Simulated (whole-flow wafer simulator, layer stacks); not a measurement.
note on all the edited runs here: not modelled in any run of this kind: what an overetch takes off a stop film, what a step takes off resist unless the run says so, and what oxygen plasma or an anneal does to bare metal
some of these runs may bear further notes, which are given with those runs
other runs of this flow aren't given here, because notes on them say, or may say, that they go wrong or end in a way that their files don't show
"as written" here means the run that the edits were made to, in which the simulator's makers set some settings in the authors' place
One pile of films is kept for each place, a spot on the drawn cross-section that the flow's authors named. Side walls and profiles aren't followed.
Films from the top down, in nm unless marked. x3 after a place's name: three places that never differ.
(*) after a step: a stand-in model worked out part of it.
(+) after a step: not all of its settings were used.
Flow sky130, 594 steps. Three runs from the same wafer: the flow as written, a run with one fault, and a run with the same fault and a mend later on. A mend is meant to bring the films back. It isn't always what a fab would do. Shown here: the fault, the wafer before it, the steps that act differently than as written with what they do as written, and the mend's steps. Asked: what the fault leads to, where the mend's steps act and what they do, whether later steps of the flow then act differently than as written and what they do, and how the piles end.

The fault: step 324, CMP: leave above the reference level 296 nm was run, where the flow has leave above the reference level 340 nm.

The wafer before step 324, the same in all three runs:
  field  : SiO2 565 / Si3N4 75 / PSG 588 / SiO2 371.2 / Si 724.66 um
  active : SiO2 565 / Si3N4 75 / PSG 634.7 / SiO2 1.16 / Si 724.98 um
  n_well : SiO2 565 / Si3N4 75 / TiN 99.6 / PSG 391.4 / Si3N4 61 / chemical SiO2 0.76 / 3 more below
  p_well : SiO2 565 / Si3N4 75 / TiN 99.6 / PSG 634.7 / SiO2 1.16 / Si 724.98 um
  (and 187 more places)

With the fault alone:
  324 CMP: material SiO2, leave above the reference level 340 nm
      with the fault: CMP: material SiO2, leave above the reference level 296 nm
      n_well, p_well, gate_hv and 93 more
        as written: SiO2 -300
        with the fault: SiO2 -344
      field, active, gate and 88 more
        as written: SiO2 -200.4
        with the fault: SiO2 -244.4
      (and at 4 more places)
  Later steps of the flow that act differently than as written:
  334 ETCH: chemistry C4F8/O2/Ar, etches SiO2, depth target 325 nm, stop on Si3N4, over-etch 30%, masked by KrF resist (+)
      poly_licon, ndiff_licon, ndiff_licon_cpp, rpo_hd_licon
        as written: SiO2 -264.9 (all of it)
        with the fault: SiO2 -220.9 (all of it)
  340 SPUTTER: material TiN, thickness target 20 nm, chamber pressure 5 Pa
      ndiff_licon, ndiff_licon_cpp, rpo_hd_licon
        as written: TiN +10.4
        with the fault: TiN +11.1
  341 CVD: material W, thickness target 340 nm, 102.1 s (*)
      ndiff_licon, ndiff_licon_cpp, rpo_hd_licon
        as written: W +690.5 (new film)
        with the fault: W +645.8 (new film)
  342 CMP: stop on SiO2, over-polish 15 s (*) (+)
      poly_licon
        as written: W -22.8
        with the fault: W -66.8
  At the end the piles differ from the flow's by more than 2% or 0.5 nm, whichever is larger, at n_well, p_well, gate_hv and 116 more.
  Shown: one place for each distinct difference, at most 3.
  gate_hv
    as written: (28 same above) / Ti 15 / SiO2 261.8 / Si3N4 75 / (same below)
    with the fault: (28 same above) / Ti 15 / SiO2 217.8 / Si3N4 75 / (same below)
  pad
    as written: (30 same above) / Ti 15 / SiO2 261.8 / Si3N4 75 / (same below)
    with the fault: (30 same above) / Ti 15 / SiO2 217.8 / Si3N4 75 / (same below)
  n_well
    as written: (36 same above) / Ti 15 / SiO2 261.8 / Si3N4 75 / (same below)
    with the fault: (36 same above) / Ti 15 / SiO2 217.8 / Si3N4 75 / (same below)

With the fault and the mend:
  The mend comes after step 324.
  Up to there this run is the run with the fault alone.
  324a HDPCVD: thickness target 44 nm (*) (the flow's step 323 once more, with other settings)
      field, active, n_well and 188 more
        SiO2 +44
  No later step of the flow acts differently than as written, at any place that is followed, by more than 2% or 0.5 nm, whichever is larger.
  At the end the piles are the same as the flow's at every place that both follow.
